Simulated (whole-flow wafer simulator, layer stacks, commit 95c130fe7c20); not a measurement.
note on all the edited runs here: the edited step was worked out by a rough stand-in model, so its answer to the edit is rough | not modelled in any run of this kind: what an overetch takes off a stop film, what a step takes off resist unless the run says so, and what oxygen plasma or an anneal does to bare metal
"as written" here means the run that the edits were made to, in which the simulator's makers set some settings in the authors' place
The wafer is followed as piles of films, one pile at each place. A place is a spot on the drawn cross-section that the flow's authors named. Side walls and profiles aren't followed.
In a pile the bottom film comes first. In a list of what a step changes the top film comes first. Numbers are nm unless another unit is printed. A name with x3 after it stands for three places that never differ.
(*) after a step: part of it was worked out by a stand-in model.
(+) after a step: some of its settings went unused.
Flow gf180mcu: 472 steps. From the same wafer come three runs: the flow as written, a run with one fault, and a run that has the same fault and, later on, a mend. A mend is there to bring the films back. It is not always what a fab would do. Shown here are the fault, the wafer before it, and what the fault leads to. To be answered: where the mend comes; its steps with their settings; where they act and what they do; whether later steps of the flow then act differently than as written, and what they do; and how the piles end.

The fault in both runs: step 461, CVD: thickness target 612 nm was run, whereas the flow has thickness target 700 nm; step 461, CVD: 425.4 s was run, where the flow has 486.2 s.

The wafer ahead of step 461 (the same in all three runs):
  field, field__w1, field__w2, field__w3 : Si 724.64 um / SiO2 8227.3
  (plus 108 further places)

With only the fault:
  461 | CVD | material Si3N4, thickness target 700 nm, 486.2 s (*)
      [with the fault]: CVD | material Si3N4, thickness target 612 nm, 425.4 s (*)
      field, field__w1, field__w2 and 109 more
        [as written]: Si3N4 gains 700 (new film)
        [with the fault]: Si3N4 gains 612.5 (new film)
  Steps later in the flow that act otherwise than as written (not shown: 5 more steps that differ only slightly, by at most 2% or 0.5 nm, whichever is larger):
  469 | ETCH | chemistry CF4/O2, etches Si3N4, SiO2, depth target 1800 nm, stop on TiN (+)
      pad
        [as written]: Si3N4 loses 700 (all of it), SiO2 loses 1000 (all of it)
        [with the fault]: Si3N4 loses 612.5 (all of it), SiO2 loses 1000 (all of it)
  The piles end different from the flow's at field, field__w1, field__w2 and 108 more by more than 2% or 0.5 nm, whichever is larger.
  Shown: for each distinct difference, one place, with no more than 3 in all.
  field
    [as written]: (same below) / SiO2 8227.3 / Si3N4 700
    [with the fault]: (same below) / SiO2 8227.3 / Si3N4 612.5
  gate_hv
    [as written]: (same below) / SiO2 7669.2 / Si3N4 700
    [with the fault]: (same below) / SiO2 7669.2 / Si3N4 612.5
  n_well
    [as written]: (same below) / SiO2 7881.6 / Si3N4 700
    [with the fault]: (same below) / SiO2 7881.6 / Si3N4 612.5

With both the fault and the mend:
  The mend stands after step 461.
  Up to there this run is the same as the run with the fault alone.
  461a | CVD | material Si3N4, thickness target 88 nm, 61.12 s (*) (the flow's step 461 again, with other settings)
      field, field__w1, field__w2 and 109 more
        Si3N4 gains 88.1
  None of the later steps of the flow differs from how it acts as written, at any place that is followed, by more than 2% or 0.5 nm, whichever is larger.
  At the end the piles are close to the flow's at the places that both follow, differing by at most 2% or 0.5 nm, whichever is larger.
